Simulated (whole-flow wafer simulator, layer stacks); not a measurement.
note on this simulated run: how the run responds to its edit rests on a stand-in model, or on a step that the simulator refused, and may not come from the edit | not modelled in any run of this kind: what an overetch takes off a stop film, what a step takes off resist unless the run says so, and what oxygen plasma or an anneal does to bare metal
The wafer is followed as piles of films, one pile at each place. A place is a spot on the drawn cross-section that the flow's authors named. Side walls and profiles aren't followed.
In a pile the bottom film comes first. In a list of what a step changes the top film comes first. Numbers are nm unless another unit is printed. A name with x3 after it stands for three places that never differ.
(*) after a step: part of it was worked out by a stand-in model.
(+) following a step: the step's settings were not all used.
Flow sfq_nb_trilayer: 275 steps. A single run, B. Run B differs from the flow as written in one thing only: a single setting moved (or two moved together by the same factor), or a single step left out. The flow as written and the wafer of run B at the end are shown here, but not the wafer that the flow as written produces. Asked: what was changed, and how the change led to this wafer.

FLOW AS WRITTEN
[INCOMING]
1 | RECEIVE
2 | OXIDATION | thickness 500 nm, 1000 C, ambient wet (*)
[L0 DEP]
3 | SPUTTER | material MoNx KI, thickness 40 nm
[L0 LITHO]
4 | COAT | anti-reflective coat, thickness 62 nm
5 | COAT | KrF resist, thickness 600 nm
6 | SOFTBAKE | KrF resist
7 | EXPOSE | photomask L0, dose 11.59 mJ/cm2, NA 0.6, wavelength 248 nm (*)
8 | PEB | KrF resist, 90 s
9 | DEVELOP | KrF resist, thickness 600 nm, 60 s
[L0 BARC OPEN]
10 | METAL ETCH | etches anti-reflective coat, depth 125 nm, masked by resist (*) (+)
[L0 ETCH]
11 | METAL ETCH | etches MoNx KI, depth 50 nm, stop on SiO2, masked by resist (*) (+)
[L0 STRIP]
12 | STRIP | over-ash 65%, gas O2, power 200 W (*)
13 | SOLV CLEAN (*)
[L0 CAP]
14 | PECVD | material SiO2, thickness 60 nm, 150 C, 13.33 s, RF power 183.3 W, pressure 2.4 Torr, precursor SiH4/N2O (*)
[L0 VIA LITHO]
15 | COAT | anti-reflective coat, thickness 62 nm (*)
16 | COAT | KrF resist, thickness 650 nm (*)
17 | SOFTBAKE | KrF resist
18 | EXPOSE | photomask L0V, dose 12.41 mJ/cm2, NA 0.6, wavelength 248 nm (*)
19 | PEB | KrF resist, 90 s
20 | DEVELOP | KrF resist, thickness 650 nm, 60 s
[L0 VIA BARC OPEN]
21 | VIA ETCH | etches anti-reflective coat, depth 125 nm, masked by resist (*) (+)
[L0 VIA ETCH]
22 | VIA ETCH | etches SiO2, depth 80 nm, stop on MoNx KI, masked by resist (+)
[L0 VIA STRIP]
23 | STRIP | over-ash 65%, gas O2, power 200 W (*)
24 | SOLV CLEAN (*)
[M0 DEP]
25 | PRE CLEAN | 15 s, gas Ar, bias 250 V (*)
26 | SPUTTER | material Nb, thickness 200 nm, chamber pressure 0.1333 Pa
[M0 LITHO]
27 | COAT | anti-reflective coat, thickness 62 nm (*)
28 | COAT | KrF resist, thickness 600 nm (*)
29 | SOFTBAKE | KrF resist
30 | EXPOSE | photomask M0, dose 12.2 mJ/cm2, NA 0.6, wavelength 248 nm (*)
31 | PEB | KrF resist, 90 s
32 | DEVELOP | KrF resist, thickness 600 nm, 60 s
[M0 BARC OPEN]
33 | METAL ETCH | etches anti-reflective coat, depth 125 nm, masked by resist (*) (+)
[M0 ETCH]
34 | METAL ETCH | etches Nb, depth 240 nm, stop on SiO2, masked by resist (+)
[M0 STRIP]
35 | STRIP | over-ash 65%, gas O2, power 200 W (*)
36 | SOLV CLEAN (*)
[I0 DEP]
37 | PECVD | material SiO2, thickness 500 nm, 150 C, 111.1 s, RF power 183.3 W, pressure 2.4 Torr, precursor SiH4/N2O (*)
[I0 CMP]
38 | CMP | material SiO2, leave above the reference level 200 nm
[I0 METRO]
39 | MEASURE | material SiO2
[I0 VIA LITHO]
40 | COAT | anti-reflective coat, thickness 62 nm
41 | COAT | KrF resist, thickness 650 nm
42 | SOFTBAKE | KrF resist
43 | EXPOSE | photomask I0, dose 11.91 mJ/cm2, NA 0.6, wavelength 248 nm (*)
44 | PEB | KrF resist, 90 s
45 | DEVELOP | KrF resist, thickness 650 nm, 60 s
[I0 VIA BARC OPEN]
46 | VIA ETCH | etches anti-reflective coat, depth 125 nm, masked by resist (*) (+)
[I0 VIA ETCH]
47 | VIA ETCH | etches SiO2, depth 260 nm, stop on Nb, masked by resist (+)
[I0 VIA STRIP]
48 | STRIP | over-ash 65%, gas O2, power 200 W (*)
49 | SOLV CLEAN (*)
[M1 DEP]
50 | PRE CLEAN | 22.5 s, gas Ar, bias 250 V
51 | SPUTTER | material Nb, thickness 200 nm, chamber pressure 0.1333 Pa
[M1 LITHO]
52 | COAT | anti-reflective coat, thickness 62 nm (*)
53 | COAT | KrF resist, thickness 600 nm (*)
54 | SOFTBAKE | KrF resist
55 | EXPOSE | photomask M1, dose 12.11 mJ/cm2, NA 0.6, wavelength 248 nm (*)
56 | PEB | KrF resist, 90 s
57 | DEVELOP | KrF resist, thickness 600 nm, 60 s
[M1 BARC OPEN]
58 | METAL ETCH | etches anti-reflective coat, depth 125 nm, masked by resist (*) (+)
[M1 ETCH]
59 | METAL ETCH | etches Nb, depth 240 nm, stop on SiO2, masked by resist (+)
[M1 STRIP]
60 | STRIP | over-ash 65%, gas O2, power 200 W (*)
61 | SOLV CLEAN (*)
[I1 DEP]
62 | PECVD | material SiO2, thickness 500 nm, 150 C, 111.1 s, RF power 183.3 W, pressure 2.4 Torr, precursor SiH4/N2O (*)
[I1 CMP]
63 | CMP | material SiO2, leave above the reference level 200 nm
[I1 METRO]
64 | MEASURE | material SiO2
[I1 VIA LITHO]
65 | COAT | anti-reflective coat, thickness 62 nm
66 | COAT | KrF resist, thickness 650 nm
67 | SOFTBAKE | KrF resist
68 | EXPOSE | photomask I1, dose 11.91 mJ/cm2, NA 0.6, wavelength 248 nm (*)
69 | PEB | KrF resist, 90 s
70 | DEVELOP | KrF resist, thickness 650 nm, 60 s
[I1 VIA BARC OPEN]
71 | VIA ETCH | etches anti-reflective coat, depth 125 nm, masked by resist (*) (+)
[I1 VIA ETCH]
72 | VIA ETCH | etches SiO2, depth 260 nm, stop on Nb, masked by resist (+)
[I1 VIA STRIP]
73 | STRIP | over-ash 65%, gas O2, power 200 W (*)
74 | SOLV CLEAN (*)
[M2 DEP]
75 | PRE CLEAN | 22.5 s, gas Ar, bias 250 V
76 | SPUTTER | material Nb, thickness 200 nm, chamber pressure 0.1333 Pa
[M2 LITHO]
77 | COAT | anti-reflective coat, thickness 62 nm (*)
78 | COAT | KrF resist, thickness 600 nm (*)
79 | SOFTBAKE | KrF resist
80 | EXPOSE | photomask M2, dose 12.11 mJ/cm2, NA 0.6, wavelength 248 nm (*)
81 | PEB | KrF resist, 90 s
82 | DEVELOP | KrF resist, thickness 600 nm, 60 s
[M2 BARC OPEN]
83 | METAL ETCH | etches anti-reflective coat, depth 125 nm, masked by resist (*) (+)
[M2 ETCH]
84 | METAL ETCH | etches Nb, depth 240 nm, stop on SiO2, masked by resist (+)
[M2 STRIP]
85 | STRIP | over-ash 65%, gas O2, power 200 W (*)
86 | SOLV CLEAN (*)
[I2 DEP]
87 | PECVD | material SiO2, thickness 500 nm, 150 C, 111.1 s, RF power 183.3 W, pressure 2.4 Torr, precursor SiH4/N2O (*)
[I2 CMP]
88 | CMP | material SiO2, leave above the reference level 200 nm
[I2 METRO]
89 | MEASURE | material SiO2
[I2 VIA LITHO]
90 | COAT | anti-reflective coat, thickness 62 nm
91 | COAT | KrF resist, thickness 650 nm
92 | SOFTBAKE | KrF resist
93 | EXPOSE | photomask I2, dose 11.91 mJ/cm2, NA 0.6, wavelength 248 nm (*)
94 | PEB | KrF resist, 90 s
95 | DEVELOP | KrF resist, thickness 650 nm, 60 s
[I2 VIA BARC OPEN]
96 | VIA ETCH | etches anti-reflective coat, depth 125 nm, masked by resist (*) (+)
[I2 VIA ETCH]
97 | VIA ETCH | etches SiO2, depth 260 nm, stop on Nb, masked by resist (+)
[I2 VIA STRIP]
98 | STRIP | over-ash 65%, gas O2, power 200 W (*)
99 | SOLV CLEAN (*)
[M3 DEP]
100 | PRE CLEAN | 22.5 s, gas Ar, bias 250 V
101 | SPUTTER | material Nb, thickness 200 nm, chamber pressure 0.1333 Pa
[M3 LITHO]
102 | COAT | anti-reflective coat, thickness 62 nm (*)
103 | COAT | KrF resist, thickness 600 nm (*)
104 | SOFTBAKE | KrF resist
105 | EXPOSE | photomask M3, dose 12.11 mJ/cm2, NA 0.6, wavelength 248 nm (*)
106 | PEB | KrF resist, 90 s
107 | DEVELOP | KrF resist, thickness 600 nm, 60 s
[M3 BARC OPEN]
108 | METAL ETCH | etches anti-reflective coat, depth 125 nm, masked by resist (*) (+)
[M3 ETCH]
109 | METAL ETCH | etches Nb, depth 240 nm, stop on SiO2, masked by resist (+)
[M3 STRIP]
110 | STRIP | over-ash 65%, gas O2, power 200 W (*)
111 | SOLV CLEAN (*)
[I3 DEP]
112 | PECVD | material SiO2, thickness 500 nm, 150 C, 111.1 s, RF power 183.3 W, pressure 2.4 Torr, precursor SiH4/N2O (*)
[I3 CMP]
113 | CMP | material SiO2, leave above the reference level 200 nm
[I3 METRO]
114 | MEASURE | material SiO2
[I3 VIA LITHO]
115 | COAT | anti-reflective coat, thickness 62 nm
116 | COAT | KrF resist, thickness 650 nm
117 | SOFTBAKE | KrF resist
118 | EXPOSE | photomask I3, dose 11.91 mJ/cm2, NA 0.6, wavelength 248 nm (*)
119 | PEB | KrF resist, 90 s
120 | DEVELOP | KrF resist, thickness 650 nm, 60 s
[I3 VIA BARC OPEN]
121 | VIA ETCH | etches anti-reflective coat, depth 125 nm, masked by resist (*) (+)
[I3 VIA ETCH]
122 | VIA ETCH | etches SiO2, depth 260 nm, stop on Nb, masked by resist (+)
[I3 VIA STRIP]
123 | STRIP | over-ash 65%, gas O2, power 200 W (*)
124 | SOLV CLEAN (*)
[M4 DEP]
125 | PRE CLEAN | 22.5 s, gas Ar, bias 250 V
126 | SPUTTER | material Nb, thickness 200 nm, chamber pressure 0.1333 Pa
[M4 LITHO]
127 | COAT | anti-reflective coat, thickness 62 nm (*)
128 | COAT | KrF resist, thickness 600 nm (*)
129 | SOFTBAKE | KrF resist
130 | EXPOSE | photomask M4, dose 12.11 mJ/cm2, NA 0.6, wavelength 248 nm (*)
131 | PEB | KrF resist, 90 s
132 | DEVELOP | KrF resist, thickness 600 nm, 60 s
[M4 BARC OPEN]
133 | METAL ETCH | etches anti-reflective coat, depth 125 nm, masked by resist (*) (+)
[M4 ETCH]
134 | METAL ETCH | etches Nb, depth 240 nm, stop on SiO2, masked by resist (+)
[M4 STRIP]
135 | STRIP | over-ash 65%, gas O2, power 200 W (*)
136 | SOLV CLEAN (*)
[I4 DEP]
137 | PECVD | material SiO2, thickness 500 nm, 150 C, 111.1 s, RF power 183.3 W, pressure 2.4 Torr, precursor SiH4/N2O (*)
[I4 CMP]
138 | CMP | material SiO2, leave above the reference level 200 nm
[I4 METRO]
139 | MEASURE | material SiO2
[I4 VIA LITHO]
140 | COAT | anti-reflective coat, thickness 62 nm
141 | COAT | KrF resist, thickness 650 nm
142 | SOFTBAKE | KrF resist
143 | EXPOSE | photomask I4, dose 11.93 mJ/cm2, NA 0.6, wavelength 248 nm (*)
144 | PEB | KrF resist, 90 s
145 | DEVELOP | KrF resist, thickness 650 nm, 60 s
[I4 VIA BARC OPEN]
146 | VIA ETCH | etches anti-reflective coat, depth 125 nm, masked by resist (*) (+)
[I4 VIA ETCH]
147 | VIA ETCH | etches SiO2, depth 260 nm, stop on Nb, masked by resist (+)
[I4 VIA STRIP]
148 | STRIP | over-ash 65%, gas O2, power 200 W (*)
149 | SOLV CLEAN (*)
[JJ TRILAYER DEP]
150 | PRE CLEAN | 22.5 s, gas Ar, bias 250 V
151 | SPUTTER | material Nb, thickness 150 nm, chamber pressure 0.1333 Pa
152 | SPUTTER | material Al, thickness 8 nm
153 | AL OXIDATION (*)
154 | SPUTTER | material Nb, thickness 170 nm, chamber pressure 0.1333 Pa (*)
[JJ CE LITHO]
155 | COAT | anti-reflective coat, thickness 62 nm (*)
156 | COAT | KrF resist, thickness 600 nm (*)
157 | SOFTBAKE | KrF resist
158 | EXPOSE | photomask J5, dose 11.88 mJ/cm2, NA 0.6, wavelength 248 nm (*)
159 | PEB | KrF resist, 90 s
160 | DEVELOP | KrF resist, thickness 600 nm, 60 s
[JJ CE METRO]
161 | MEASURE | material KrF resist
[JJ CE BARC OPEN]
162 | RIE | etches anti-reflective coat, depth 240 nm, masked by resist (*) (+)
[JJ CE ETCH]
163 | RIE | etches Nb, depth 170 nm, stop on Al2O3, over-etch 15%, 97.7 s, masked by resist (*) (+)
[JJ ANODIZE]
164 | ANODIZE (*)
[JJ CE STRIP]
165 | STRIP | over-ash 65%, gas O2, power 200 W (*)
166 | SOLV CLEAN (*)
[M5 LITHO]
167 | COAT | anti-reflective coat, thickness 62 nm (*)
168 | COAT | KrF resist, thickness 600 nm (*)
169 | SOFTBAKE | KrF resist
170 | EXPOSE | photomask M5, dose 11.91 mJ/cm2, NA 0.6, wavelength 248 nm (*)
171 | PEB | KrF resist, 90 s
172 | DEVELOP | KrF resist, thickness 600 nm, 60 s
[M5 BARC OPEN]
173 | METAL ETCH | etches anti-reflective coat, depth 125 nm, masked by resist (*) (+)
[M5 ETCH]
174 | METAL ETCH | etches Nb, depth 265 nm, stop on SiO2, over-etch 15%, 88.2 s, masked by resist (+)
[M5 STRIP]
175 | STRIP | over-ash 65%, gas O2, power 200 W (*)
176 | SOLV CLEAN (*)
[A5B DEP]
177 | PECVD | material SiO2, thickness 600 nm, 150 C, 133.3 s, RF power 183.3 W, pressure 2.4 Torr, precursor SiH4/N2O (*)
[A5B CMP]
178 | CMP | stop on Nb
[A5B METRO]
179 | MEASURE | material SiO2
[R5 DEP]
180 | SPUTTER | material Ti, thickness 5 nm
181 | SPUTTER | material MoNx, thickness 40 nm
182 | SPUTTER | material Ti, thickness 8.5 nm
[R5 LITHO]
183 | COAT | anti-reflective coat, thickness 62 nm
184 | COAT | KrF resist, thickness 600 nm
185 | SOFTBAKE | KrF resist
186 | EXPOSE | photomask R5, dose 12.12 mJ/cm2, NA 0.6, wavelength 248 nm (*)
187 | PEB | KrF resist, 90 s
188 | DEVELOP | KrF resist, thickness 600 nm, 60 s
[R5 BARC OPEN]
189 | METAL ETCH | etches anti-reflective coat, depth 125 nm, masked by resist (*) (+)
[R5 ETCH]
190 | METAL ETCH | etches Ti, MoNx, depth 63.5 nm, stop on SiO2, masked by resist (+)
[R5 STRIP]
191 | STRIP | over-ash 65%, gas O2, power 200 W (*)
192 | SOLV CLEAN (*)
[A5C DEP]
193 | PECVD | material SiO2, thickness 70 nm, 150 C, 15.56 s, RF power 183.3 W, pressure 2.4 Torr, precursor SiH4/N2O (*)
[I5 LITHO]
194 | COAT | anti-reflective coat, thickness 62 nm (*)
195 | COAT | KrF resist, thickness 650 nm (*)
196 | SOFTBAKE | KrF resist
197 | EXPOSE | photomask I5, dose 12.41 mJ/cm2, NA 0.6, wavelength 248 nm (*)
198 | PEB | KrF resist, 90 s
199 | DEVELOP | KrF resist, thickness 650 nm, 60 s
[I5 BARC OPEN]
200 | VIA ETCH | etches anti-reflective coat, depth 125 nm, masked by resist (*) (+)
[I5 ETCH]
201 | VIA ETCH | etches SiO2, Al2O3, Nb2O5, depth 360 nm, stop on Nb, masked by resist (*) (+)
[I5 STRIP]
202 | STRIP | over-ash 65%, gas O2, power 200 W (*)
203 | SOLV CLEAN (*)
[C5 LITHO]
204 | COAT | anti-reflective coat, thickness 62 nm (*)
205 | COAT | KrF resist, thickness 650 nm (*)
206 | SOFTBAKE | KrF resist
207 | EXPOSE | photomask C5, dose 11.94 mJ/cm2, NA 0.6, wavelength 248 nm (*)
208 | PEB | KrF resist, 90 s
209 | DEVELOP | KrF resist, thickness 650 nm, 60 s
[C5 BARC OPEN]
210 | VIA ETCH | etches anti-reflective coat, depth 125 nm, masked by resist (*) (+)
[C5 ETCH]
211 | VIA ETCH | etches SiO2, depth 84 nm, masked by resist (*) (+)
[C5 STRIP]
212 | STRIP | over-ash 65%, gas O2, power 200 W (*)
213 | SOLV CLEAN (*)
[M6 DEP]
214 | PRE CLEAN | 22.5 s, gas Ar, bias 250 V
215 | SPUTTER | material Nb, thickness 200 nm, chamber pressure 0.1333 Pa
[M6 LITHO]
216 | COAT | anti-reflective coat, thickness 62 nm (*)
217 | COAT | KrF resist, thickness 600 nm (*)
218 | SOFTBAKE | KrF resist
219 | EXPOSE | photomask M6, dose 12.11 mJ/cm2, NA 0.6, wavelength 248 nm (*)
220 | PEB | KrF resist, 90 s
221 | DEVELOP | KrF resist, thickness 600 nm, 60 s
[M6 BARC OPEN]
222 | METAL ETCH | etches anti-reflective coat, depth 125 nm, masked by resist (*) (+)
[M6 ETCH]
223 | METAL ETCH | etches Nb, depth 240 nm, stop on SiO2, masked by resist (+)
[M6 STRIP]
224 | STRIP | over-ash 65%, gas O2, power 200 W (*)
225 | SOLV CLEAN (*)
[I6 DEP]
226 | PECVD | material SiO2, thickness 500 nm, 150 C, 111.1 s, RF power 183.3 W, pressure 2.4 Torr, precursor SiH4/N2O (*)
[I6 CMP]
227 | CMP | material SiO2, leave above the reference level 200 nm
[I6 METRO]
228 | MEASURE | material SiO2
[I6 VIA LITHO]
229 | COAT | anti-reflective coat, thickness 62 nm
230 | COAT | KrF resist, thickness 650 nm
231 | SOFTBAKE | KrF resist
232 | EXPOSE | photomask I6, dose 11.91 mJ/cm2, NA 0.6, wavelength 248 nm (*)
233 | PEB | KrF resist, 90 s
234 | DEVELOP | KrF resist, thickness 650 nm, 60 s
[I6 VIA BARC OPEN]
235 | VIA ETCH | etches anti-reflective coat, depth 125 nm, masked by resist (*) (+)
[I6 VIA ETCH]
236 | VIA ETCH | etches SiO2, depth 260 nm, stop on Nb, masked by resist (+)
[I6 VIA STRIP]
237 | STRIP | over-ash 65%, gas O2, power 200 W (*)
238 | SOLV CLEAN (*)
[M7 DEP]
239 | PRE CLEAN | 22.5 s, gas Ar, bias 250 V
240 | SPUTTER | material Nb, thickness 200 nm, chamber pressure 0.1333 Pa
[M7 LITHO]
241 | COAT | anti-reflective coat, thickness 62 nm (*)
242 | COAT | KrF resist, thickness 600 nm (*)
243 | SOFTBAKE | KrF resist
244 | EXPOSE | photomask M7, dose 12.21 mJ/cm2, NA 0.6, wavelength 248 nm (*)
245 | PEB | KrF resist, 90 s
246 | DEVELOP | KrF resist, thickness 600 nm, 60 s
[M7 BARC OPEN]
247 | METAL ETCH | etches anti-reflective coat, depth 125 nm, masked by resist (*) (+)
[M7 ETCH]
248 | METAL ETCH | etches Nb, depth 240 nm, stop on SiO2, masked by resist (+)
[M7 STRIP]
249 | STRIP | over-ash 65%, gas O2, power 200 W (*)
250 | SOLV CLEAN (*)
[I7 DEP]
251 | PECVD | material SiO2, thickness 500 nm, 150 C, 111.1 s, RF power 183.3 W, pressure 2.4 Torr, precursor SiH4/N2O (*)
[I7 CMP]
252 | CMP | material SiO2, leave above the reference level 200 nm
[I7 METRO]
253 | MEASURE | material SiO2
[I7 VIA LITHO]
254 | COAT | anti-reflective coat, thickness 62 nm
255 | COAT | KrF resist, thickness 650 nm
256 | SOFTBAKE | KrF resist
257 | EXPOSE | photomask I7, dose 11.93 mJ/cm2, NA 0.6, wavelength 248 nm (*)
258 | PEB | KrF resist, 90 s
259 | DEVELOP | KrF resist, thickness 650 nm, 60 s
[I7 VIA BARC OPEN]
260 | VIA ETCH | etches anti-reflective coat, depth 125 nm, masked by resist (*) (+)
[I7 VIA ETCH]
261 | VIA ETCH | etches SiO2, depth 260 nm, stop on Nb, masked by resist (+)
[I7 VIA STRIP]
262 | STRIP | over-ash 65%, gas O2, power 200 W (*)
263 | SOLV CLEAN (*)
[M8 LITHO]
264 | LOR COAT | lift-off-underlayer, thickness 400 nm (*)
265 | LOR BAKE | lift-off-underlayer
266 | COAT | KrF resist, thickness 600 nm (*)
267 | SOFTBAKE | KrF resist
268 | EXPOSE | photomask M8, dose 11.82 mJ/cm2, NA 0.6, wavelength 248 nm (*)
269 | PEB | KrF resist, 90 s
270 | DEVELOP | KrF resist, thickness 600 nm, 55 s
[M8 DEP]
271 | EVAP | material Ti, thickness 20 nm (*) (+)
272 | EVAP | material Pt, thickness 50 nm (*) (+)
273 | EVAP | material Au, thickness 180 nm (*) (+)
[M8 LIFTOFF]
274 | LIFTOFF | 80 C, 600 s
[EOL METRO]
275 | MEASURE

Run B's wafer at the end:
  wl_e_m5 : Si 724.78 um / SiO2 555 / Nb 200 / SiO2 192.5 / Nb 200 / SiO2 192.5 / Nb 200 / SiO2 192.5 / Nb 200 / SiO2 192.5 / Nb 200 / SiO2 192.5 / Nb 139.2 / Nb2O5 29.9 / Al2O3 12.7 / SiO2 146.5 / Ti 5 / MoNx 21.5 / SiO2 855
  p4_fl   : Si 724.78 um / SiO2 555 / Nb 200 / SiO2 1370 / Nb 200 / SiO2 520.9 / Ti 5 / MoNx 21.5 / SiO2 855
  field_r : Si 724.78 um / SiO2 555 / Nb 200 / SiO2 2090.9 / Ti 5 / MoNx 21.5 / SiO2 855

What caused this: step 190, METAL ETCH: depth 27 nm was run, while the flow as written has depth 63.5 nm.

Step by step, how the change led to this:
  190 | METAL ETCH | etches Ti, MoNx, depth 63.5 nm, stop on SiO2, masked by resist (+)
      field_l, v_sur, via_wl and 92 more: Ti loses 8.5 (all of it), MoNx loses 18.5 (it would be, as written: Ti loses 8.5 (all of it), MoNx loses 40 (all of it), Ti loses 5 (all of it))
      ce_l, c5j, ce_r, wl_jj: Ti loses 8.5 (all of it), MoNx loses 18.5 (it would be, as written: Ti loses 8.5 (all of it), MoNx loses 40 (all of it), Ti loses 5 (all of it), Nb loses 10)
      (also at 7 further places)
  191 | STRIP | over-ash 65%, gas O2, power 200 W (*)
      be_r, r_sur, res, r_end, r5r_line_l, r5r_line_c, r5r_line_r: KrF resist loses 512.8 (all of it), anti-reflective coat loses 62 (all of it) (it would be, as written: KrF resist loses 498.2 (all of it), anti-reflective coat loses 62 (all of it))
  193 | PECVD | material SiO2, thickness 70 nm, 150 C, 15.56 s, RF power 183.3 W, pressure 2.4 Torr, precursor SiH4/N2O (*)
      field_l, v_sur, via_wl and 92 more: SiO2 gains 70 (new film) (it would be, as written: SiO2 gains 70)
  194 | COAT | anti-reflective coat, thickness 62 nm (*)
      wl_j_sl, wl_j_sr: anti-reflective coat gains 62 (new film) (it would be, as written: anti-reflective coat gains 60.2 (new film))
      r5r_spacepad_l, r5r_spacepad_r: anti-reflective coat gains 73 (new film) (it would be, as written: anti-reflective coat gains 84.4 (new film))
      (also at 15 further places)
  201 | VIA ETCH | etches SiO2, Al2O3, Nb2O5, depth 360 nm, stop on Nb, masked by resist (*) (+)
      be: SiO2 loses 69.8 (all of it), MoNx loses 21.5 (all of it), Ti loses 5 (all of it), SiO2 loses 146.5 (all of it), Al2O3 loses 12.7 (all of it), Nb2O5 loses 29.9 (all of it) (it would be, as written: SiO2 loses 216.4 (all of it), Al2O3 loses 12.7 (all of it), Nb2O5 loses 29.9 (all of it))
  202 | STRIP | over-ash 65%, gas O2, power 200 W (*)
      wl_j_sl, wl_j_sr: KrF resist loses 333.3 (all of it), anti-reflective coat loses 62 (all of it) (it would be, as written: KrF resist loses 333.3 (all of it), anti-reflective coat loses 60.2 (all of it))
      r5r_spacepad_l, r5r_spacepad_r: KrF resist loses 334.5 (all of it), anti-reflective coat loses 73 (all of it) (it would be, as written: KrF resist loses 335.6 (all of it), anti-reflective coat loses 84.4 (all of it))
      (also at 15 further places)
  204 | COAT | anti-reflective coat, thickness 62 nm (*)
      wl_j_sl, wl_j_sr: anti-reflective coat gains 62 (new film) (it would be, as written: anti-reflective coat gains 60.2 (new film))
      r5r_spacepad_l, r5r_spacepad_r: anti-reflective coat gains 73 (new film) (it would be, as written: anti-reflective coat gains 84.4 (new film))
      (also at 17 further places)
  205 | COAT | KrF resist, thickness 650 nm (*)
      be: KrF resist gains 834 (new film) (it would be, as written: KrF resist gains 815.3 (new film))
  210 | VIA ETCH | etches anti-reflective coat, depth 125 nm, masked by resist (*) (+)
      field_l, v_sur, via_wl and 101 more: KrF resist loses 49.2 (it would be, as written: KrF resist loses 47.4)
      c5j: anti-reflective coat loses 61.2 (all of it), SiO2 loses 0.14 (it would be, as written: anti-reflective coat loses 63.9 (all of it), SiO2 loses 0.11)
      (also at 1 further place)
  211 | VIA ETCH | etches SiO2, depth 84 nm, masked by resist (*) (+)
      c5j: SiO2 loses 69.9 (all of it) (it would be, as written: SiO2 loses 69.9 (all of it), Nb loses 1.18)
  212 | STRIP | over-ash 65%, gas O2, power 200 W (*)
      wl_j_sl, wl_j_sr: KrF resist loses 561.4 (all of it), anti-reflective coat loses 62 (all of it) (it would be, as written: KrF resist loses 563.4 (all of it), anti-reflective coat loses 60.2 (all of it))
      r5r_spacepad_l, r5r_spacepad_r: KrF resist loses 562.6 (all of it), anti-reflective coat loses 73 (all of it) (it would be, as written: KrF resist loses 565.8 (all of it), anti-reflective coat loses 84.4 (all of it))
      (also at 15 further places)
  214 | PRE CLEAN | 22.5 s, gas Ar, bias 250 V
      c5j: MoNx loses 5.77 (it would be, as written: Nb loses 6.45)
  215 | SPUTTER | material Nb, thickness 200 nm, chamber pressure 0.1333 Pa
      c5j: Nb gains 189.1 (new film) (it would be, as written: Nb gains 188.4)
      be: Nb gains 141.5 (it would be, as written: Nb gains 147.3)
  216 | COAT | anti-reflective coat, thickness 62 nm (*)
      r5r_line_l, r5r_line_c, r5r_line_r: anti-reflective coat gains 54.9 (new film) (it would be, as written: anti-reflective coat gains 50 (new film))
      wl_j_sl, wl_j_sr: anti-reflective coat gains 62 (new film) (it would be, as written: anti-reflective coat gains 60.2 (new film))
      (also at 16 further places)
  217 | COAT | KrF resist, thickness 600 nm (*)
      be: KrF resist gains 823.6 (new film) (it would be, as written: KrF resist gains 793.9 (new film))
      be_r: KrF resist gains 582.7 (new film) (it would be, as written: KrF resist gains 570.3 (new film))
      (also at 2 further places)
  222 | METAL ETCH | etches anti-reflective coat, depth 125 nm, masked by resist (*) (+)
      r5r_line_l, r5r_line_c, r5r_line_r: anti-reflective coat loses 54.9 (all of it) (it would be, as written: anti-reflective coat loses 50 (all of it))
      r5r_spacepad_l, r5r_spacepad_r: anti-reflective coat loses 73.3 (all of it) (it would be, as written: anti-reflective coat loses 85.7 (all of it))
      (also at 2 further places)
  ... 2 further steps ...
  227 | CMP | material SiO2, leave above the reference level 200 nm
      ce_l, ce_r, wl_jj: SiO2 loses 300 (it would be, as written: SiO2 loses 290)
      be_r, r_sur, r_end: SiO2 loses 327 (it would be, as written: SiO2 loses 353.5)
      (also at 7 further places)
With metal films that touch counted as one body, wl_e_m5 has 7 bodies (between them, from the top down: SiO2 146.5 / Al2O3 12.7 / Nb2O5 29.9; SiO2 192.5; SiO2 192.5; SiO2 192.5; SiO2 192.5; SiO2 192.5); the flow as written gives 6 bodies (between them, from the top down: SiO2 192.5; SiO2 192.5; SiO2 192.5; SiO2 192.5; SiO2 192.5).
With metal films that touch counted as one body, p4_fl has 3 bodies (between them, from the top down: SiO2 520.9; SiO2 1370); the flow as written gives 2 bodies (between them, from the top down: SiO2 1370).
With metal films that touch counted as one body, field_r has 2 bodies (between them, from the top down: SiO2 2090.9); the flow as written gives 1 body.
